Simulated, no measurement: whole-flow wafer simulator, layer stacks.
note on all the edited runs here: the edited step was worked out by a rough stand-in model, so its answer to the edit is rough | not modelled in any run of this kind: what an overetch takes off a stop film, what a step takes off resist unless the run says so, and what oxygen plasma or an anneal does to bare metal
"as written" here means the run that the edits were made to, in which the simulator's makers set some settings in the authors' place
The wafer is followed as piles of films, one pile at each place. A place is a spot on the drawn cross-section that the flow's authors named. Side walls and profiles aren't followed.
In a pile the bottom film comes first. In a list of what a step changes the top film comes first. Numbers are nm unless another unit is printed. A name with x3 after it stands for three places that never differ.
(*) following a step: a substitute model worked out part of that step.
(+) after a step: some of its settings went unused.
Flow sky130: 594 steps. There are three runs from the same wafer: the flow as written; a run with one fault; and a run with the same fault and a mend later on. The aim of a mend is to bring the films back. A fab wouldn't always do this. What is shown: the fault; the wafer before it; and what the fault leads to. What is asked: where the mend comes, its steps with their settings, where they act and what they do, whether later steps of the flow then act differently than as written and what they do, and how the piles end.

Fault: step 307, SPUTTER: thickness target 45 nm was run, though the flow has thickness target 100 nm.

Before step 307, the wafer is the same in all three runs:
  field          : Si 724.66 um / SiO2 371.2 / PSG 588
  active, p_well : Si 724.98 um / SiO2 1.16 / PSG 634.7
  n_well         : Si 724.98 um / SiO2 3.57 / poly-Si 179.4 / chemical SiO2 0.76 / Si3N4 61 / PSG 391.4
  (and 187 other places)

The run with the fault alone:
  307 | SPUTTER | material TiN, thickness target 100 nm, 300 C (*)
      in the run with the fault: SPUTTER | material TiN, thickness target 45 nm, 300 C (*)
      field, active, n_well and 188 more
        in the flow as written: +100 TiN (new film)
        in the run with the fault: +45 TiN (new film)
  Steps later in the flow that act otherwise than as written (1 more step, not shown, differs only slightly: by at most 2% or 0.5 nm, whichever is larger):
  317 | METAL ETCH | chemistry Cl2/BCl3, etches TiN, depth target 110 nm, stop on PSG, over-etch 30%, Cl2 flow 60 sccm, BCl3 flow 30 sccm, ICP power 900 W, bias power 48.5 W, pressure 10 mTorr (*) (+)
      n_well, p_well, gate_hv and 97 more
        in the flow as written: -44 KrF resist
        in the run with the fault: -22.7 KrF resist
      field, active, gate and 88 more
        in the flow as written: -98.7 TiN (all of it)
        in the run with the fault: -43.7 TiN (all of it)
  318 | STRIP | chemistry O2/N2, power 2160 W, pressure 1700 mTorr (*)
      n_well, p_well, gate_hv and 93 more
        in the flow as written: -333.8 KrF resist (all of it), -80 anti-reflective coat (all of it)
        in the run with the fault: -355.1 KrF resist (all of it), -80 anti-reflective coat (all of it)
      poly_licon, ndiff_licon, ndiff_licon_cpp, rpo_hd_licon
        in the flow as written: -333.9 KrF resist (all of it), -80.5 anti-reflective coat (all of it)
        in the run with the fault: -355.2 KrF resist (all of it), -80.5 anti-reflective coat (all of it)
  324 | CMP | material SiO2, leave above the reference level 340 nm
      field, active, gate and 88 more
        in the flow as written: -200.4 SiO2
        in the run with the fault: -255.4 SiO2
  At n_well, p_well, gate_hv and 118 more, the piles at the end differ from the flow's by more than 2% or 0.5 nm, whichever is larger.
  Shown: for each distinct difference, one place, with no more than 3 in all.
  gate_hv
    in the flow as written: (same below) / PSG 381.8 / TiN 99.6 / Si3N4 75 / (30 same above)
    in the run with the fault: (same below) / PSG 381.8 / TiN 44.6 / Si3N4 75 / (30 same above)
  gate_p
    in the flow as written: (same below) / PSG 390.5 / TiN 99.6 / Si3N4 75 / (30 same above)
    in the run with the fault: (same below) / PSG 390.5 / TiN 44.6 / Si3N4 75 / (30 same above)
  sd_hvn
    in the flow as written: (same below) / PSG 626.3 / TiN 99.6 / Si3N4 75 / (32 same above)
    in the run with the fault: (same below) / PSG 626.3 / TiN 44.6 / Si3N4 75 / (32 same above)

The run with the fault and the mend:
  The mend follows step 307.
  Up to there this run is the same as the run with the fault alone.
  307a | SPUTTER | material TiN, thickness target 55 nm, 300 C (*) (a further turn of the flow's step 307, with different settings)
      field, active, n_well and 188 more
        +55 TiN
  Every later step of the flow that is run acts as written, at every place that is followed, to within 2% or 0.5 nm, whichever is larger.
  By the end, the piles equal the flow's at every place that both follow.
